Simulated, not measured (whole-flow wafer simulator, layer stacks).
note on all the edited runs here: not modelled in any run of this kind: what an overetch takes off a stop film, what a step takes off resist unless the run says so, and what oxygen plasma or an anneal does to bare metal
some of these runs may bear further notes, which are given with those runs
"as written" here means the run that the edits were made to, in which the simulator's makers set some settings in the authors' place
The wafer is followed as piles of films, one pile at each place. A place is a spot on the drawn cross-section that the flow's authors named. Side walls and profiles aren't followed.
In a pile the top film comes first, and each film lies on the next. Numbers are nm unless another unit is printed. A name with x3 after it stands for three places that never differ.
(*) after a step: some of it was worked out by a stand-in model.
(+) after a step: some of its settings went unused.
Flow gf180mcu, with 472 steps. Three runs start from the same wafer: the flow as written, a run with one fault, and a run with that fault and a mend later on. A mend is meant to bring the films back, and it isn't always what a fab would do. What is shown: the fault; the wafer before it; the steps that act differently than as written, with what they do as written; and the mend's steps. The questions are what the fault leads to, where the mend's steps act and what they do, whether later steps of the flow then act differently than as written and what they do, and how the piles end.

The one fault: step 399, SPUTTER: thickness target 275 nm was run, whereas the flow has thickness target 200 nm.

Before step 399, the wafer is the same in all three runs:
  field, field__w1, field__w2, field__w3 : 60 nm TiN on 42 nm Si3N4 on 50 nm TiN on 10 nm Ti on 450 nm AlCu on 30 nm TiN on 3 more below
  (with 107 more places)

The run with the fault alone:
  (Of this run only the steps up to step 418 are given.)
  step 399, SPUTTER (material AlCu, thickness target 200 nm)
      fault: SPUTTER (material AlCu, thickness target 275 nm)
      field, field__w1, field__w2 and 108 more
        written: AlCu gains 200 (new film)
        fault: AlCu gains 275 (new film)
  Steps further on in the flow that do not act as written (3 other steps are not shown; they differ only slightly, by no more than 2% or 0.5 nm, whichever is larger):
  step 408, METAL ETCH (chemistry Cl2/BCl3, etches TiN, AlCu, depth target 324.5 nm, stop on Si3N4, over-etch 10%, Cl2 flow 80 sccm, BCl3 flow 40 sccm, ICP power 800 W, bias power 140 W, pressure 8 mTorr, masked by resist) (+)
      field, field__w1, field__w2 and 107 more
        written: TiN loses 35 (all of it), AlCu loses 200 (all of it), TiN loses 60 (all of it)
        fault: TiN loses 35 (all of it), AlCu loses 275 (all of it), TiN loses 14.5
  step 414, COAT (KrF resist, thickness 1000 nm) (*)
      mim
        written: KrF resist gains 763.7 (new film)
        fault: KrF resist gains 741.4 (new film)
  The piles after step 418 differ from the flow's at field, field__w1, field__w2 and 109 more by more than 2% or 0.5 nm, whichever is larger.
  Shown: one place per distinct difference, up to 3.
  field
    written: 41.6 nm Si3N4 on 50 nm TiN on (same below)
    fault: 45.1 nm TiN on 42 nm Si3N4 on 50 nm TiN on (same below)
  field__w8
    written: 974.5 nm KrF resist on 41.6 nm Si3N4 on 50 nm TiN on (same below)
    fault: 974.5 nm KrF resist on 45.1 nm TiN on 42 nm Si3N4 on 50 nm TiN on (same below)
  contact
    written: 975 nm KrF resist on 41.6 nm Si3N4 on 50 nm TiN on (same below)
    fault: 975 nm KrF resist on 45.1 nm TiN on 42 nm Si3N4 on 50 nm TiN on (same below)

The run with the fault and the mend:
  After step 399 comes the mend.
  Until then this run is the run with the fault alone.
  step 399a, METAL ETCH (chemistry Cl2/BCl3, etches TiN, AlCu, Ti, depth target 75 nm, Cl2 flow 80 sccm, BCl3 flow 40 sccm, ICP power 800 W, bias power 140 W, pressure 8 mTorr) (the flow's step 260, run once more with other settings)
      field, field__w1, field__w2 and 108 more
        AlCu loses 75
  Later steps of the flow that are run all act as written at every place that is followed.
  At every place that both follow, the piles at the end match the flow's.
